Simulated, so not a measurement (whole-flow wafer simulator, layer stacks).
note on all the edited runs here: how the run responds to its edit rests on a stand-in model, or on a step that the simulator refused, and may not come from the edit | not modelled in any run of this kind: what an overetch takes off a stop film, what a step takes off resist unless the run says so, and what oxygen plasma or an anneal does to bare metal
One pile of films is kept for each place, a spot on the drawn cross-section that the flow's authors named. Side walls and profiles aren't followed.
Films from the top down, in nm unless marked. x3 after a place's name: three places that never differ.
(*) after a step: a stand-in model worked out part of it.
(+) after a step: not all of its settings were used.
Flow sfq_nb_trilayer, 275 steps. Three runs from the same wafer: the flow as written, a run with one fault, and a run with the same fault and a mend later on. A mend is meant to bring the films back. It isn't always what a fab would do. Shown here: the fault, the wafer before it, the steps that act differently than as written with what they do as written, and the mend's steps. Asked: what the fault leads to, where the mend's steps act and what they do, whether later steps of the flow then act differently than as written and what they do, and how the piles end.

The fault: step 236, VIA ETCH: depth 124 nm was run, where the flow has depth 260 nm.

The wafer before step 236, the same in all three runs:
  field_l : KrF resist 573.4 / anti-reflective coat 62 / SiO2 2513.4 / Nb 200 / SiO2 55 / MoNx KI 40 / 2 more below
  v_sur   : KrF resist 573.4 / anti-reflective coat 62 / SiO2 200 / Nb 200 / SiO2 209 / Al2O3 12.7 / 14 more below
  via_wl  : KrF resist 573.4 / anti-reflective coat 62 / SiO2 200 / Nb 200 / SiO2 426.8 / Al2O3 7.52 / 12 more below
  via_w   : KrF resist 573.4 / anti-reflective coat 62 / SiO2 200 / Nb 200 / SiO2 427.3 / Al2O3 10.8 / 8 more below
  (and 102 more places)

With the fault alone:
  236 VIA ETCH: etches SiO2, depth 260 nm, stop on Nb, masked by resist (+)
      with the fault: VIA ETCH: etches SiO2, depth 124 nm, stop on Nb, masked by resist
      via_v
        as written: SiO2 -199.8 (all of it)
        with the fault: SiO2 -124
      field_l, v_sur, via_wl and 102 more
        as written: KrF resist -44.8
        with the fault: KrF resist -21.4
  Later steps of the flow that act differently than as written (3 more steps differ only slightly, by at most 2% or 0.5 nm, whichever is larger, and aren't shown):
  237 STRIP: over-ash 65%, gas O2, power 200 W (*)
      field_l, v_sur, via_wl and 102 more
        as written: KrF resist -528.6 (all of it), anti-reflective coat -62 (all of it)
        with the fault: KrF resist -552.1 (all of it), anti-reflective coat -62 (all of it)
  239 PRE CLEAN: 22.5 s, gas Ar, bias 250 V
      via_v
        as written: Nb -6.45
        with the fault: SiO2 -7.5
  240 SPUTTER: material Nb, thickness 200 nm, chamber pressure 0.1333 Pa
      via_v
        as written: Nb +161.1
        with the fault: Nb +179.4 (new film)
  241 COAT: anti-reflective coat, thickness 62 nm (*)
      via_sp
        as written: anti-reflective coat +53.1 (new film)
        with the fault: anti-reflective coat +54.5 (new film)
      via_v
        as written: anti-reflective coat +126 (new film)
        with the fault: anti-reflective coat +108.2 (new film)
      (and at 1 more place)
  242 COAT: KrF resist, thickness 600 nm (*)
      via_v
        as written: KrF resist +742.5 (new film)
        with the fault: KrF resist +679.7 (new film)
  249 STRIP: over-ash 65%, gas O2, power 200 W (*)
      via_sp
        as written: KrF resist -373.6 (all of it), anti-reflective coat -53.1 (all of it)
        with the fault: KrF resist -378.9 (all of it), anti-reflective coat -54.5 (all of it)
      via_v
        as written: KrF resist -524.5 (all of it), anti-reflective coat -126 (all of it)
        with the fault: KrF resist -461.8 (all of it), anti-reflective coat -108.2 (all of it)
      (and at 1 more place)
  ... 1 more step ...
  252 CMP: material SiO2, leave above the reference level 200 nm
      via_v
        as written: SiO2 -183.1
        with the fault: SiO2 -157.1
  At the end the piles differ from the flow's by more than 2% or 0.5 nm, whichever is larger, at via_v.
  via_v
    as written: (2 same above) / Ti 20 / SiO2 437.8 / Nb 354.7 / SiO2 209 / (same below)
    with the fault: (2 same above) / Ti 20 / SiO2 344.8 / Nb 179.4 / SiO2 68.3 / Nb 200 / SiO2 209 / (same below)

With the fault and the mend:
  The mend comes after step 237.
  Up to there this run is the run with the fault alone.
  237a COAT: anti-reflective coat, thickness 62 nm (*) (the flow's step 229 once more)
      p4_fl x3, p4_w1 x9, p4_g1 x2 and 63 more
        anti-reflective coat +62 (new film)
      be_r, r_sur, res, r_end, moat, field_r, lsp_l
        anti-reflective coat +61.8 (new film)
      ln_m5, lsp_m, ln_m6, lsp_r, l0_sur, l0v
        anti-reflective coat +61.9 (new film)
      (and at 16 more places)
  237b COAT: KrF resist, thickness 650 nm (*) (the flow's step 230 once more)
      p4_fl x3, p4_w1 x9, p4_g1 x2 and 63 more
        KrF resist +650 (new film)
      moat, field_r, lsp_l and 6 more
        KrF resist +649.7 (new film)
      wire, ce_r, sp_r
        KrF resist +649.4 (new film)
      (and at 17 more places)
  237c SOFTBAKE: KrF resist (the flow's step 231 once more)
      changes no film at any place that is followed
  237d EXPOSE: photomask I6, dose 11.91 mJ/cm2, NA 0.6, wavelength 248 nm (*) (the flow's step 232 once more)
      changes no film at any place that is followed
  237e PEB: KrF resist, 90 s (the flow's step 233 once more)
      wire, jj_sur, ce_l and 93 more
        KrF resist -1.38
      field_l, v_sur, via_wl and 6 more
        KrF resist -1.37
      via_v
        KrF resist -1.55
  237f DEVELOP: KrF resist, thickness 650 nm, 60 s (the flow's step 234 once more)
      field_l, v_sur, via_wl and 102 more
        KrF resist -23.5
      via_v
        KrF resist -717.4 (all of it)
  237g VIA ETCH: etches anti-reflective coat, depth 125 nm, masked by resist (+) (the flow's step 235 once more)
      field_l, v_sur, via_wl and 102 more
        KrF resist -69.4
      via_v
        anti-reflective coat -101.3 (all of it), SiO2 -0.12
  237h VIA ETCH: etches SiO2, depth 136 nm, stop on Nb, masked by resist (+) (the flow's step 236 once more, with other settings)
      field_l, v_sur, via_wl and 102 more
        KrF resist -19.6
      via_v
        SiO2 -75.7 (all of it)
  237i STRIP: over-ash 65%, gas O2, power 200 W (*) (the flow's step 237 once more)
      p4_fl x3, p4_w1 x9, p4_g1 x2 and 63 more
        KrF resist -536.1 (all of it), anti-reflective coat -62 (all of it)
      ln_m5, lsp_m, ln_m6, lsp_r, l0_sur, l0v
        KrF resist -535.8 (all of it), anti-reflective coat -61.9 (all of it)
      res, r_end, moat
        KrF resist -535.7 (all of it), anti-reflective coat -61.8 (all of it)
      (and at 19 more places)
  No later step of the flow acts differently than as written, at any place that is followed, by more than 2% or 0.5 nm, whichever is larger.
  At the end the piles are the same as the flow's at every place that both follow.
